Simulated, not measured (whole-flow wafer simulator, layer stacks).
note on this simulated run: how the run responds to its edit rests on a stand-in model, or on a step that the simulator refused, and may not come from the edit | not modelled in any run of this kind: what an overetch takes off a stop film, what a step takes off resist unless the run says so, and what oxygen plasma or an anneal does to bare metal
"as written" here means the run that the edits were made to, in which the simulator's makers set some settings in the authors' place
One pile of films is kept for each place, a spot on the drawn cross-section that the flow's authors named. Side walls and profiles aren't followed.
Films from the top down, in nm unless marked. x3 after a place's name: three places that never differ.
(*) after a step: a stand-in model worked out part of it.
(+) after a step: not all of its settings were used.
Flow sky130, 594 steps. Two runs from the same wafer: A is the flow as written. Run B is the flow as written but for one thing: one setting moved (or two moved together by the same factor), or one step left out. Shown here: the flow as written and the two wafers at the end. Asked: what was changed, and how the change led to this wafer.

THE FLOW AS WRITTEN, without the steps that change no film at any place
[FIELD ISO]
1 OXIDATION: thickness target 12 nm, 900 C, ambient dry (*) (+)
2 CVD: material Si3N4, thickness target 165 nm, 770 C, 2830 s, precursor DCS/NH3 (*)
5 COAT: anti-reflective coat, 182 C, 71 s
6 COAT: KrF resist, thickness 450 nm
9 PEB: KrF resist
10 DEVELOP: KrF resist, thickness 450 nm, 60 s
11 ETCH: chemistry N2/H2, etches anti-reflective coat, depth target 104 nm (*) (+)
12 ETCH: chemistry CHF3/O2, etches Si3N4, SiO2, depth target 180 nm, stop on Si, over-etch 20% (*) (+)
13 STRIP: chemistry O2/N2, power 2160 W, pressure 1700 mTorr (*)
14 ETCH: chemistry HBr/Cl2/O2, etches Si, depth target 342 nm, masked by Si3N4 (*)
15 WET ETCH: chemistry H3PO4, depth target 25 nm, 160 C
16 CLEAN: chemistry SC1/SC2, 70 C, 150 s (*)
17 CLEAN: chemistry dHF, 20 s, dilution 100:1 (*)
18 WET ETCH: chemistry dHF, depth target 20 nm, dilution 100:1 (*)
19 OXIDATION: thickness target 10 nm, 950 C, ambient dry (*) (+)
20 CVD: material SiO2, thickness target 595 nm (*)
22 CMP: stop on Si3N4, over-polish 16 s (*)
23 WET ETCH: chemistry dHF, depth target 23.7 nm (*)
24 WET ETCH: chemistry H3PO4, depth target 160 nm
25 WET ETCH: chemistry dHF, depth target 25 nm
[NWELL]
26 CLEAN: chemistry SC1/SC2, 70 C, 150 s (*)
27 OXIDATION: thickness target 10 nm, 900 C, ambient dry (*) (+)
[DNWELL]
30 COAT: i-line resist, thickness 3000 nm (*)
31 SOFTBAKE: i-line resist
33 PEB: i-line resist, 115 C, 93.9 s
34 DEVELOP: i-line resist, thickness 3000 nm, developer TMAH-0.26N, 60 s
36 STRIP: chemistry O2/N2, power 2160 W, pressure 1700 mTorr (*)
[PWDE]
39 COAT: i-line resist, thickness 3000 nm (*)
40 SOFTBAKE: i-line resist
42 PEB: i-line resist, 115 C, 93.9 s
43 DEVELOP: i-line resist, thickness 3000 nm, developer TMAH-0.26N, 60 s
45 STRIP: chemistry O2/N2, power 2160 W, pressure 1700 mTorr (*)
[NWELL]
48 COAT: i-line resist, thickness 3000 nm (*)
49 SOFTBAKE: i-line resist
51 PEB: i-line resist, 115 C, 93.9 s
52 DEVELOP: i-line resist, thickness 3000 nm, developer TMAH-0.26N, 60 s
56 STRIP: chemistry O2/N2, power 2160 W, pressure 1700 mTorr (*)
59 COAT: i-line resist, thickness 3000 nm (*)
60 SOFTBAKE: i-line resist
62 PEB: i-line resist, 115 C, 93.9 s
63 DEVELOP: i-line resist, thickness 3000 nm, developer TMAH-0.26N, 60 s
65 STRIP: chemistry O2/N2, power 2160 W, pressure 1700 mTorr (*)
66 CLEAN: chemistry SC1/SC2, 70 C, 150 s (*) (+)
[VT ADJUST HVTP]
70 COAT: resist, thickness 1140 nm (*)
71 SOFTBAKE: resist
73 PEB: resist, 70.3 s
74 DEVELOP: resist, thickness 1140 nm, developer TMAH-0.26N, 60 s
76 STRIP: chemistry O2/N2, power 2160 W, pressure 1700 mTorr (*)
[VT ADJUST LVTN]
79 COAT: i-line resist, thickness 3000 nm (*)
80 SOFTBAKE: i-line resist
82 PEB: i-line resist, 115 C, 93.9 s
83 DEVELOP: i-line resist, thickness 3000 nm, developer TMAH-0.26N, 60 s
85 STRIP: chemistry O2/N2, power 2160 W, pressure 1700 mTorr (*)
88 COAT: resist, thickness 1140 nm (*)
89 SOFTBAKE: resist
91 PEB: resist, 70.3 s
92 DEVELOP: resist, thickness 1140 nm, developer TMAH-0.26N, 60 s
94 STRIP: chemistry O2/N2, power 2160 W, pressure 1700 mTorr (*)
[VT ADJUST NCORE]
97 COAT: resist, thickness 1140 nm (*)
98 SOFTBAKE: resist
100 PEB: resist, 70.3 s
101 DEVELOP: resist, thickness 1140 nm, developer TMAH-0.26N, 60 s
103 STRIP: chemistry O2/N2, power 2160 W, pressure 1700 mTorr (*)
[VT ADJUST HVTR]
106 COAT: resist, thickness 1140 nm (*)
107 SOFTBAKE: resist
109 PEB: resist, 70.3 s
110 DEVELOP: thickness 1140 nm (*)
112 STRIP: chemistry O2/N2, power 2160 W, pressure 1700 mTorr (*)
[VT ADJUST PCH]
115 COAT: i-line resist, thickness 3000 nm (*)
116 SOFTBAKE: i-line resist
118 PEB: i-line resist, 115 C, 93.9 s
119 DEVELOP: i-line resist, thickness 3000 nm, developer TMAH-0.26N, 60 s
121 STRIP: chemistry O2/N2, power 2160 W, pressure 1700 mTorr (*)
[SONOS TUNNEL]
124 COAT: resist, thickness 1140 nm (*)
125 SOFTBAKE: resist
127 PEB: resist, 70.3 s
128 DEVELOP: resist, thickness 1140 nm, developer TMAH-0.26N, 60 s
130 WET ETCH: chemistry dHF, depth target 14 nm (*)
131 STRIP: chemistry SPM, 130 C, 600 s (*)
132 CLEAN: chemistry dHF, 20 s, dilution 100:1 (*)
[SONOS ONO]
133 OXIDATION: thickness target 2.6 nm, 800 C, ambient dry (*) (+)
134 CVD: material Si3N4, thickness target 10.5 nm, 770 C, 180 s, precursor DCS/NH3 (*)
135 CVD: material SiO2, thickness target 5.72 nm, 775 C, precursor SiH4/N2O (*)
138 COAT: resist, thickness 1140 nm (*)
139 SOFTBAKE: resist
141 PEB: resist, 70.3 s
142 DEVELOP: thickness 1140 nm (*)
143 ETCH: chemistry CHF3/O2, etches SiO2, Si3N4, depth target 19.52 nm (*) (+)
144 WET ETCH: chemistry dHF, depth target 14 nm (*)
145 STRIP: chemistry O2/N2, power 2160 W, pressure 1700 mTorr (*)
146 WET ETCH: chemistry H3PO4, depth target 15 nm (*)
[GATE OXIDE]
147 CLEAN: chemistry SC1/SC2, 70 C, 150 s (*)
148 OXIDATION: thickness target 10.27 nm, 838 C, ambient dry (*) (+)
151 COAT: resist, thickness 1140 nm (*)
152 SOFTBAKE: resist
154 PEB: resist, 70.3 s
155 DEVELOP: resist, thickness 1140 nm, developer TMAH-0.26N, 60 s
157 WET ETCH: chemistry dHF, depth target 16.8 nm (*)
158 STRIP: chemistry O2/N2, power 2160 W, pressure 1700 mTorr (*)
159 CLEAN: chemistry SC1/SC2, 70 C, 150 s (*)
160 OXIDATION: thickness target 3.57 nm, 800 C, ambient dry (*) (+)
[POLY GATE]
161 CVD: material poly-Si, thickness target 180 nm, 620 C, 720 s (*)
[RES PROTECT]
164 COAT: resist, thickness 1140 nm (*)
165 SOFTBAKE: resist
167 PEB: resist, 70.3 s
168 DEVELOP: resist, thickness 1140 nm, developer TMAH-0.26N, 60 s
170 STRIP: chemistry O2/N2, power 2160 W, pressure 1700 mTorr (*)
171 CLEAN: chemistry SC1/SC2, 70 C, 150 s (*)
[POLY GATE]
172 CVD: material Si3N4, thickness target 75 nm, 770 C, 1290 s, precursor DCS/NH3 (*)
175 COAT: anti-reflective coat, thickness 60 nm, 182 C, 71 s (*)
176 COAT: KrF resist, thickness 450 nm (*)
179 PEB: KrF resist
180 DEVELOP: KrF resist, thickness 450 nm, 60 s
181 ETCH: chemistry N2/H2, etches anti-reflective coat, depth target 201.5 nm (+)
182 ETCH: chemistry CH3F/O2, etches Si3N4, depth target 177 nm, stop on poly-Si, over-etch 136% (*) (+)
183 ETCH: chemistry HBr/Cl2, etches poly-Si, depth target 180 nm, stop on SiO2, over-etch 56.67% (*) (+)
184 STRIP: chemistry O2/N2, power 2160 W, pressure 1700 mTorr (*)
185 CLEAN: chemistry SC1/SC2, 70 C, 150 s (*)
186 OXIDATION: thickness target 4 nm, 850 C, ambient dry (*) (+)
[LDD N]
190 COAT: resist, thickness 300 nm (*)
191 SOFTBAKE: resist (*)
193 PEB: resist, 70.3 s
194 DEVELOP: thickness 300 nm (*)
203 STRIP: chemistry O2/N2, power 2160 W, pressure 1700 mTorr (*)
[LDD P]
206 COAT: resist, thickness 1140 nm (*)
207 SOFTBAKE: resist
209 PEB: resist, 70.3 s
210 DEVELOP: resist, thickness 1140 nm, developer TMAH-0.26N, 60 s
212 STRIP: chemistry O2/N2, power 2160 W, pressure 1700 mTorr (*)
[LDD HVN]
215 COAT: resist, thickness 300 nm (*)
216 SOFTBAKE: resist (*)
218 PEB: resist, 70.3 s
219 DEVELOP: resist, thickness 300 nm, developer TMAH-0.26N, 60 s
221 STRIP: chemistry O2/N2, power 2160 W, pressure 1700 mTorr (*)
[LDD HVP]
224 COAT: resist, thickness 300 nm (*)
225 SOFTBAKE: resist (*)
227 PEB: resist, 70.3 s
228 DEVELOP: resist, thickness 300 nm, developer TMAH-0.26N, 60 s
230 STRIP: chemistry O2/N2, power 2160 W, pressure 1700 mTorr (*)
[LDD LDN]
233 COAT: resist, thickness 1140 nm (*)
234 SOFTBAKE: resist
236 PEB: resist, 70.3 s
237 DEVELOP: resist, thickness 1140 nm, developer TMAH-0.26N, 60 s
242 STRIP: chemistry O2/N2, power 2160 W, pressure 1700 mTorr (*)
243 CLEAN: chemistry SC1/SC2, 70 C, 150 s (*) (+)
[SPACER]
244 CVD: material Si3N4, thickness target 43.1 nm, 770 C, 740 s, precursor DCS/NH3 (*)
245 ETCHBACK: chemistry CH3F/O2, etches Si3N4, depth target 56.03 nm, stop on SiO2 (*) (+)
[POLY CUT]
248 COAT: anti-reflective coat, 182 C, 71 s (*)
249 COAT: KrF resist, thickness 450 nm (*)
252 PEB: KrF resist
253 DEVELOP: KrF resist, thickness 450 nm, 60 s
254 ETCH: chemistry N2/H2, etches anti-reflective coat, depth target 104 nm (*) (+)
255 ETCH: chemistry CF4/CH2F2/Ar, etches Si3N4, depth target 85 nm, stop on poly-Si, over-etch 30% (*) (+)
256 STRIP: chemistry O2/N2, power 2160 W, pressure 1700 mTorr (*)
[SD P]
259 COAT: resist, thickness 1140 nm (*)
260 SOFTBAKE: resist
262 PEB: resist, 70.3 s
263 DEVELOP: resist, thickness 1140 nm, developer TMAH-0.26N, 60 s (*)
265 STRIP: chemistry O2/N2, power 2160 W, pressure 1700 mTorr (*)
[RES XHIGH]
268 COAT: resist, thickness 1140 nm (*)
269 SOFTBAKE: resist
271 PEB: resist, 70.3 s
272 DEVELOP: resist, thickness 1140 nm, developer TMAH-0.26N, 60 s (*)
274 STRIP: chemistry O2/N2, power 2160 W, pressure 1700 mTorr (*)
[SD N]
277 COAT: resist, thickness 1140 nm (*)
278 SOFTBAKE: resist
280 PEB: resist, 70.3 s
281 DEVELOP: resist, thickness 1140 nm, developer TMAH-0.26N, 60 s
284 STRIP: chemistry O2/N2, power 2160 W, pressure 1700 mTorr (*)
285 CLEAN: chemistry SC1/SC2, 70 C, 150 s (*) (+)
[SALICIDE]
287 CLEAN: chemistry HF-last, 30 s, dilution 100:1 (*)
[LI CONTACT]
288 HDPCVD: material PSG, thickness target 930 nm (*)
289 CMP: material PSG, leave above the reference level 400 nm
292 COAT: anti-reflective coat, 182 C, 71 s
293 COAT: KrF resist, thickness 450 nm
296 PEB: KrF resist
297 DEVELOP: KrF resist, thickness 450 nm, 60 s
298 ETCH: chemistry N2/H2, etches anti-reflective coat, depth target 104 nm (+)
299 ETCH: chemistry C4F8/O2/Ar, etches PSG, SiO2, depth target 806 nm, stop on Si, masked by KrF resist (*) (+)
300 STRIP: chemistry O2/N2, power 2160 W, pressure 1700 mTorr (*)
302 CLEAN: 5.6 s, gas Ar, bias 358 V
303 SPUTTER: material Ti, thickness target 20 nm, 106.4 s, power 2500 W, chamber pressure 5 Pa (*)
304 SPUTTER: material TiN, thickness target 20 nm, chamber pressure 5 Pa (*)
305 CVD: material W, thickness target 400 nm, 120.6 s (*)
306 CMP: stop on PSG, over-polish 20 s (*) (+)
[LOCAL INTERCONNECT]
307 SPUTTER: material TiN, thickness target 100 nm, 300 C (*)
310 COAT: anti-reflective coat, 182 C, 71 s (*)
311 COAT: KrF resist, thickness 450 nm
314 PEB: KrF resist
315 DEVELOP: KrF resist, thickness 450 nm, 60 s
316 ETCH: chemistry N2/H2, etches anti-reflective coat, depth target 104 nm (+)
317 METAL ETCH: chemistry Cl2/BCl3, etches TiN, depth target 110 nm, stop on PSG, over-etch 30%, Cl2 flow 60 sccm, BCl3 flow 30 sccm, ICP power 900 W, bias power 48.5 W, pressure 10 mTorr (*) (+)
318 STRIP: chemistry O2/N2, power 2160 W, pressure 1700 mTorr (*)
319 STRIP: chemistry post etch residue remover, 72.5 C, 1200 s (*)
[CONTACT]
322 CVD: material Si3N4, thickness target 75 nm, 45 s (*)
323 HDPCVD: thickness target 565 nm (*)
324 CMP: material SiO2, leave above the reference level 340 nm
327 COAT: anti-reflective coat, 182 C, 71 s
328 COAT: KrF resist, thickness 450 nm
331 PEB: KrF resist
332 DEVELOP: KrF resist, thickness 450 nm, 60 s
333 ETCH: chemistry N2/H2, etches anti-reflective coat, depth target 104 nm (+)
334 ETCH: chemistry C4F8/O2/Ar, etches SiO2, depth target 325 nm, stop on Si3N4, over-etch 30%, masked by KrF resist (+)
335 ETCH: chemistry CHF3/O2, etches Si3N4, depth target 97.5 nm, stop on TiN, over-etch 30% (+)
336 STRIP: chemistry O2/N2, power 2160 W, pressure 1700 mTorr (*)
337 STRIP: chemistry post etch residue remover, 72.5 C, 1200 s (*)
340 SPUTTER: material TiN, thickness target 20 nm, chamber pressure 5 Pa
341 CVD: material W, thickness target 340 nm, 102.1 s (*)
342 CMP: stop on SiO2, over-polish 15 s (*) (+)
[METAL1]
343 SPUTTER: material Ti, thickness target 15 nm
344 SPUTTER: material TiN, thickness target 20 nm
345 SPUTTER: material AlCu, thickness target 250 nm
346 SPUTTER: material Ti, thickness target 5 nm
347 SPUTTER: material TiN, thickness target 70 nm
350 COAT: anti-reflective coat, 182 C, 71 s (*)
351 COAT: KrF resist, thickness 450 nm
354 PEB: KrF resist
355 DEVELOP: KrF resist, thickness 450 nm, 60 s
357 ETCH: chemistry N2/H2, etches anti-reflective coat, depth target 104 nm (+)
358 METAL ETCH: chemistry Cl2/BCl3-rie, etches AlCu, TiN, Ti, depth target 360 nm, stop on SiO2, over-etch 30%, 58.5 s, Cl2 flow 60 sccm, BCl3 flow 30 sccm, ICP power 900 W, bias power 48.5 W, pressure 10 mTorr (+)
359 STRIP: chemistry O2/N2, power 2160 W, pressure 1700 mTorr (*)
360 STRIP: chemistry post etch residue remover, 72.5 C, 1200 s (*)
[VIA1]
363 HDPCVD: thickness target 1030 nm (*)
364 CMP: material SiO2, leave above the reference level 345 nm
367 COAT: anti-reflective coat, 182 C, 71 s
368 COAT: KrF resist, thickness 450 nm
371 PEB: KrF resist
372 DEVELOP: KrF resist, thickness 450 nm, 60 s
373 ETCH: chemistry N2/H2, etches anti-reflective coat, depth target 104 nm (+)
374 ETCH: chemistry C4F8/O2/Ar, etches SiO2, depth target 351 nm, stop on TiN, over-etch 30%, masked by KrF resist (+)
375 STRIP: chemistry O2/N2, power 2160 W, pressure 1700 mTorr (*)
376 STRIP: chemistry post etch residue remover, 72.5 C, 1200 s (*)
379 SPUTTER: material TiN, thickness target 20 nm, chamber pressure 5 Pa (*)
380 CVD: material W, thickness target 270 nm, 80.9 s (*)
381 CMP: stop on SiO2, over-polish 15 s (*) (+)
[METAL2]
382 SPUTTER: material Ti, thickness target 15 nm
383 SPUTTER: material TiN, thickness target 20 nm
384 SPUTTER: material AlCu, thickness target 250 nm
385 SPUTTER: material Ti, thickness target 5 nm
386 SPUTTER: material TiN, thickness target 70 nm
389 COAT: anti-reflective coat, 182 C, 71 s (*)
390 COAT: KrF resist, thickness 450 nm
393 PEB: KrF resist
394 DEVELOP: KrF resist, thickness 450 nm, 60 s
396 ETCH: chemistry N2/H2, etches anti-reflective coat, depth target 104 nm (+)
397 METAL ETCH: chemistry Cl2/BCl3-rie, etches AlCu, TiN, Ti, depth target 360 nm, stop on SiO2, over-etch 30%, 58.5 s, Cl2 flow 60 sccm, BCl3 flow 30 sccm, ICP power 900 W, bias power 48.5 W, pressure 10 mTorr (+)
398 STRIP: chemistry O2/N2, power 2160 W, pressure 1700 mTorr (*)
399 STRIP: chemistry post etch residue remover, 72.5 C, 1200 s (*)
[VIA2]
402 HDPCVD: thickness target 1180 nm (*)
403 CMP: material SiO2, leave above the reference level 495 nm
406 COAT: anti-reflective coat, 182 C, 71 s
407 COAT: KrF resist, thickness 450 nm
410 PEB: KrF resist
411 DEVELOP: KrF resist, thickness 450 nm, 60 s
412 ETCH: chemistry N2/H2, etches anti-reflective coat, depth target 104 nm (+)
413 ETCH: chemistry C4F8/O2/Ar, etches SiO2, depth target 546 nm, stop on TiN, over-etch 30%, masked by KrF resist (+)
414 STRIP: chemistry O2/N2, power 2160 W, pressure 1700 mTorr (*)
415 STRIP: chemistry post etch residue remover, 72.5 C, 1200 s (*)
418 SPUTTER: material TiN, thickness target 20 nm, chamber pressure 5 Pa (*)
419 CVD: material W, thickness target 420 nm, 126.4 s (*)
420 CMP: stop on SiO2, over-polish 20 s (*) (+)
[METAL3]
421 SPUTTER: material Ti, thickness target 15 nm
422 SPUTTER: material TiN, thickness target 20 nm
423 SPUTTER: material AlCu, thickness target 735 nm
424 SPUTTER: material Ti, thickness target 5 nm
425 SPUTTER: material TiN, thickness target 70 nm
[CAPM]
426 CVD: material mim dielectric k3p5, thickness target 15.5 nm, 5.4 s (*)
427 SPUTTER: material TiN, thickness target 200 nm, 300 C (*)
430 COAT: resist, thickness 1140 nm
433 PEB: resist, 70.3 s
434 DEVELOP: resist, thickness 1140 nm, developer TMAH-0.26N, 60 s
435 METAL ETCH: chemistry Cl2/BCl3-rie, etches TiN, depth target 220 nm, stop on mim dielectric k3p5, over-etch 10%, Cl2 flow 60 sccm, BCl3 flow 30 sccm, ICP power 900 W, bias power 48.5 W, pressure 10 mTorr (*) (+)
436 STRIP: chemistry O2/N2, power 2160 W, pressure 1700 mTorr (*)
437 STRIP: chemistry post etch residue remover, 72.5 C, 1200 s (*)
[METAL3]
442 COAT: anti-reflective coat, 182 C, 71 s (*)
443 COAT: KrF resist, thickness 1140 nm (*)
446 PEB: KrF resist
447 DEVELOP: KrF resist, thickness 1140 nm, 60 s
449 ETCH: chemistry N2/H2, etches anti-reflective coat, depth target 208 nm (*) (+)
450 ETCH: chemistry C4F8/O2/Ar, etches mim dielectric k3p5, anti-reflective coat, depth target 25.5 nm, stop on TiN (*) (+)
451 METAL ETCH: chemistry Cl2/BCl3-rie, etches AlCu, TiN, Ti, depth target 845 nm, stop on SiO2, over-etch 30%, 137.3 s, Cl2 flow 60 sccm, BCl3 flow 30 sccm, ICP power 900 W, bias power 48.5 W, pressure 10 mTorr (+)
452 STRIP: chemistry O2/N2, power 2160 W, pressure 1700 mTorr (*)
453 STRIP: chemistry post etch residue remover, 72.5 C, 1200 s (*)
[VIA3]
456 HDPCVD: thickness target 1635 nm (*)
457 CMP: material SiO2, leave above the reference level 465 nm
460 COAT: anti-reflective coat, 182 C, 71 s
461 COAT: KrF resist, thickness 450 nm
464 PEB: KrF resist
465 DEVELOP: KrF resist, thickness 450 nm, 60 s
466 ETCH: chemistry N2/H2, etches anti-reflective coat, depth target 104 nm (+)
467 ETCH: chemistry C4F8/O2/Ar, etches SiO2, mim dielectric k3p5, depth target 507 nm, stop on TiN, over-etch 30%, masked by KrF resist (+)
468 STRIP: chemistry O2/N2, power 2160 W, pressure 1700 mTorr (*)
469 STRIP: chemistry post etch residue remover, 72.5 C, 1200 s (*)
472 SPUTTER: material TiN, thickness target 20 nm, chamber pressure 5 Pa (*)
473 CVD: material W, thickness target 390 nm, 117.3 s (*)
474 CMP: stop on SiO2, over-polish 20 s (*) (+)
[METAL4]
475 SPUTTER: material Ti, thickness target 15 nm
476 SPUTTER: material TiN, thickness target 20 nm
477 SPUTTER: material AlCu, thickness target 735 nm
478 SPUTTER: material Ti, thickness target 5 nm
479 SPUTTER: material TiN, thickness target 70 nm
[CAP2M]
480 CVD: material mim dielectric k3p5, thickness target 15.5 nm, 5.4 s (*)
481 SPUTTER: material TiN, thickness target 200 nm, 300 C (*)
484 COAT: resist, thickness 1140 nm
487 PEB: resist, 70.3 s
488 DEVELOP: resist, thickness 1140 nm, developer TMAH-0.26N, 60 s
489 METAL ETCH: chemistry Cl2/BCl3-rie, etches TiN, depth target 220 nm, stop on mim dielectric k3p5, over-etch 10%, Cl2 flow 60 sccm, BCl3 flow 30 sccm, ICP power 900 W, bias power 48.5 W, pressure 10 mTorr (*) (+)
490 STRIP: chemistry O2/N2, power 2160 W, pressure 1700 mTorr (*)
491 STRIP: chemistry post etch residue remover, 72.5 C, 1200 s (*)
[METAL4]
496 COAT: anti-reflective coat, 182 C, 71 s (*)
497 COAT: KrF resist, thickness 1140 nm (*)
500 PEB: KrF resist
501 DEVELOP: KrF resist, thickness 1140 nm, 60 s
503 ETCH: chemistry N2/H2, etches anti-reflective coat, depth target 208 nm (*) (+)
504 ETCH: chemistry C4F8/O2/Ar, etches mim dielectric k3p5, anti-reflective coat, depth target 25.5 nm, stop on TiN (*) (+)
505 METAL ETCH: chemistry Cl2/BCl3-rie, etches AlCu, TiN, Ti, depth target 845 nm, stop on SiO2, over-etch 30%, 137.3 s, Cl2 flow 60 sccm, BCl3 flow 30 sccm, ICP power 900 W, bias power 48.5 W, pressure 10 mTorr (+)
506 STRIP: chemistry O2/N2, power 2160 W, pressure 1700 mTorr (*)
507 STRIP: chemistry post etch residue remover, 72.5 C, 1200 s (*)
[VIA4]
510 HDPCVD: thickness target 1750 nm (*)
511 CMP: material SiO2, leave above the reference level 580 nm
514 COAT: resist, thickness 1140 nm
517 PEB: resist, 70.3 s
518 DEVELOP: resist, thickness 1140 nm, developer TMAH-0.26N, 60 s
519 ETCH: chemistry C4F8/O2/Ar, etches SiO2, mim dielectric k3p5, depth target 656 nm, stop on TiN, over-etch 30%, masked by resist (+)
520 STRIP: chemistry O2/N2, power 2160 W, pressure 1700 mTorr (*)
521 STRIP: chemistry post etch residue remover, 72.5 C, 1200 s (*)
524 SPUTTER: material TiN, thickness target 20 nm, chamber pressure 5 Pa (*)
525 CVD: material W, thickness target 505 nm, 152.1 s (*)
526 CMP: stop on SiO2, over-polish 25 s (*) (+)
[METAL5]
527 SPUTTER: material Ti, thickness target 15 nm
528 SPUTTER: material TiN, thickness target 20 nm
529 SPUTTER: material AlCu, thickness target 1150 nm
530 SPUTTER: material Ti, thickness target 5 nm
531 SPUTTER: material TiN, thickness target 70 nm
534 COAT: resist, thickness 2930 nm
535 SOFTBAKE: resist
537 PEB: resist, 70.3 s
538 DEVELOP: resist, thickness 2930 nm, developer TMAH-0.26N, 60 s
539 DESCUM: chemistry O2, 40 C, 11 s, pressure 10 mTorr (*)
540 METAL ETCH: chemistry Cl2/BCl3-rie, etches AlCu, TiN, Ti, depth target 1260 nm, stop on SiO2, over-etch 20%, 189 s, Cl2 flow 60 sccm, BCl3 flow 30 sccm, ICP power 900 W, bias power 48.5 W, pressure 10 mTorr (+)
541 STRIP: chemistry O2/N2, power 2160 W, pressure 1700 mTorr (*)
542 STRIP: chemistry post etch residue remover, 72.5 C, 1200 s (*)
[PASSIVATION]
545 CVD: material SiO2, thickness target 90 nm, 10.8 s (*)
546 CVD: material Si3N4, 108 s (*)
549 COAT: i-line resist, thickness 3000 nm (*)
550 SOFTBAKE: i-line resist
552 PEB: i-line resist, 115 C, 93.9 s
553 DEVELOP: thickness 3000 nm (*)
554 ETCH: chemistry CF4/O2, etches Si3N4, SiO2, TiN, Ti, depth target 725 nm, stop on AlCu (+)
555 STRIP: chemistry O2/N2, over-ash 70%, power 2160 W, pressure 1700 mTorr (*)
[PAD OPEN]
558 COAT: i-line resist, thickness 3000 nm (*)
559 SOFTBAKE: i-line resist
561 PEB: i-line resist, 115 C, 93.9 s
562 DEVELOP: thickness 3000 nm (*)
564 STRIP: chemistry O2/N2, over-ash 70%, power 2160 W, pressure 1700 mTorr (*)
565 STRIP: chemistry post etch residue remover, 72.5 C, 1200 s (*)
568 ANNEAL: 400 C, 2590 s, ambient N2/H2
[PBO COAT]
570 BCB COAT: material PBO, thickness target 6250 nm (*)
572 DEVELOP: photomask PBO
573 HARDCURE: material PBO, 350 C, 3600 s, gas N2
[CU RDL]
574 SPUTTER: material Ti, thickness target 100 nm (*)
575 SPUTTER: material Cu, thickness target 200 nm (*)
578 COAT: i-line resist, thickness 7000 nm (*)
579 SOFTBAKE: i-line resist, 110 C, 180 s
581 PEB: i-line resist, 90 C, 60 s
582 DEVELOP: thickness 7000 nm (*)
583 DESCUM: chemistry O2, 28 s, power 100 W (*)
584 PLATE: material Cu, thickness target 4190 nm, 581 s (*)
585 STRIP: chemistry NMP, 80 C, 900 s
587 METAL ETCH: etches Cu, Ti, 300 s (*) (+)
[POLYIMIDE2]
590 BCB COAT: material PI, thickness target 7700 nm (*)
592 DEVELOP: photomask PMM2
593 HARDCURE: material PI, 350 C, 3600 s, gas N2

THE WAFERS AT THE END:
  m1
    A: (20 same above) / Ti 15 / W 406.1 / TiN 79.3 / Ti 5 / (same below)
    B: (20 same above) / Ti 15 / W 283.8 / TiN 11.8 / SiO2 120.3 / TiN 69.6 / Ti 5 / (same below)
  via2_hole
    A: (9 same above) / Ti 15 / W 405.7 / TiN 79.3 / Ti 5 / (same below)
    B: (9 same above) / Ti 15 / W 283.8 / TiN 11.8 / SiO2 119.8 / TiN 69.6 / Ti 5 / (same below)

The cause: step 413, ETCH: depth target 300 nm was run, where the flow has depth target 546 nm.

How the change led to this, step by step:
  413 ETCH: chemistry C4F8/O2/Ar, etches SiO2, depth target 546 nm, stop on TiN, over-etch 30%, masked by KrF resist (+)
      m1: A SiO2 -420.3 (all of it) | B SiO2 -300
      via2_hole: A SiO2 -419.8 (all of it) | B SiO2 -300
      (and at 189 more places)
  414 STRIP: chemistry O2/N2, power 2160 W, pressure 1700 mTorr (*)
      field, active, n_well and 186 more: A KrF resist -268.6 (all of it), anti-reflective coat -80 (all of it) | B KrF resist -317.8 (all of it), anti-reflective coat -80 (all of it)
  418 SPUTTER: material TiN, thickness target 20 nm, chamber pressure 5 Pa (*)
      m1, via2_hole: A TiN +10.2 | B TiN +11.8 (new film)
  419 CVD: material W, thickness target 420 nm, 126.4 s (*)
      m1: A W +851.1 (new film) | B W +728.8 (new film)
      via2_hole: A W +850.7 (new film) | B W +728.8 (new film)
Counting metal films that touch as one body, m1 has 3 bodies (between them, from the top down: SiO2 120.3; SiO2 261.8 / Si3N4 75); the flow as written gives 2 bodies (between them, from the top down: SiO2 261.8 / Si3N4 75).
Counting metal films that touch as one body, via2_hole has 2 bodies (between them, from the top down: SiO2 119.8); the flow as written gives 1 body.
